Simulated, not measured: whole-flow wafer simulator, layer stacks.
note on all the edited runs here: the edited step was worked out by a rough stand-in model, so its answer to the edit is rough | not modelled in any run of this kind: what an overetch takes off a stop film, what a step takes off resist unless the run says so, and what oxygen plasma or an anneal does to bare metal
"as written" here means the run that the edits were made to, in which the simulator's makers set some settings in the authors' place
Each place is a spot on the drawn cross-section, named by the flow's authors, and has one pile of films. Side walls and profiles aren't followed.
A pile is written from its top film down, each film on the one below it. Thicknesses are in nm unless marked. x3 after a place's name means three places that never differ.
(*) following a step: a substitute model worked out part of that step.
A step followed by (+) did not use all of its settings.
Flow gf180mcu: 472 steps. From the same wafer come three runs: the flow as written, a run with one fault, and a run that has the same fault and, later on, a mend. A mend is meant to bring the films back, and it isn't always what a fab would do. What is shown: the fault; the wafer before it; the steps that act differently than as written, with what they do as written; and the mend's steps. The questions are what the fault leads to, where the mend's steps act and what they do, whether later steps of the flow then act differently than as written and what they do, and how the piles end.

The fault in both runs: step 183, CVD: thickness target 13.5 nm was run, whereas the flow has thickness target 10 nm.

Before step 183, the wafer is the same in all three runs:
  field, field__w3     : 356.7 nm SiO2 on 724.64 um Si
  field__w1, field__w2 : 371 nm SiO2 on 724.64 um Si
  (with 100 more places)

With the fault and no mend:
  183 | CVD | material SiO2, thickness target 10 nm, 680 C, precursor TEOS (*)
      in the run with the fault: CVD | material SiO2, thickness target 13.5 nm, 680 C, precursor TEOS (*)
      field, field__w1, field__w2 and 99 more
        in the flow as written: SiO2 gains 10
        in the run with the fault: SiO2 gains 13.5
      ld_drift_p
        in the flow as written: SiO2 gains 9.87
        in the run with the fault: SiO2 gains 13.3
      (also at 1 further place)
  Steps later in the flow that act otherwise than as written (21 more steps, not shown, differ only slightly: by at most 2% or 0.5 nm, whichever is larger):
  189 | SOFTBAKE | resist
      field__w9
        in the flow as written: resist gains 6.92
        in the run with the fault: resist loses 3.09
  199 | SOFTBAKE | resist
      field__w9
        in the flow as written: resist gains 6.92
        in the run with the fault: resist loses 3.09
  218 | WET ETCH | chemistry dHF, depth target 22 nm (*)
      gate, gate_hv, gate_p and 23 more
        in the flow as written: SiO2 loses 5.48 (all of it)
        in the run with the fault: SiO2 loses 8.98 (all of it)
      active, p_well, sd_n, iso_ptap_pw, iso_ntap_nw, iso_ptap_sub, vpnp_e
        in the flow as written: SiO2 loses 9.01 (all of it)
        in the run with the fault: SiO2 loses 12.5 (all of it)
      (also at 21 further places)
  At spacer, the piles at the end differ from the flow's by more than 2% or 0.5 nm, whichever is larger.
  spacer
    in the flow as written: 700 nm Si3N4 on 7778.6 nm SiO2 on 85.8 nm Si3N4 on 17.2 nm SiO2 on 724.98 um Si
    in the run with the fault: 700 nm Si3N4 on 7775.1 nm SiO2 on 85.8 nm Si3N4 on 20.7 nm SiO2 on 724.98 um Si

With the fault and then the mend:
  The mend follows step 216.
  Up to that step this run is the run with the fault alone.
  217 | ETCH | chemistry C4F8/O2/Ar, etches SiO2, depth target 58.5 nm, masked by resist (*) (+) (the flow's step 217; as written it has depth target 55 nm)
      field, field__w1, field__w2 and 96 more
        SiO2 loses 58.5
      field__w5, field__w9, field__w13 and 8 more
        resist loses 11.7
      spacer
        SiO2 loses 50 (all of it), Si3N4 loses 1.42
  Every later step of the flow that is run acts as written, at every place that is followed, to within 2% or 0.5 nm, whichever is larger.
  At spacer, the piles at the end differ from the flow's by more than 2% or 0.5 nm, whichever is larger.
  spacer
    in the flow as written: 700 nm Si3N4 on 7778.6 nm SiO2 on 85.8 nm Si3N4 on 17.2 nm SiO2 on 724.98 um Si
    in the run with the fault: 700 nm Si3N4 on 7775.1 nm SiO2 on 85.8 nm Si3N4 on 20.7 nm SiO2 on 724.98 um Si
    in the run with the mend: 700 nm Si3N4 on 7775.7 nm SiO2 on 85.2 nm Si3N4 on 20.7 nm SiO2 on 724.98 um Si
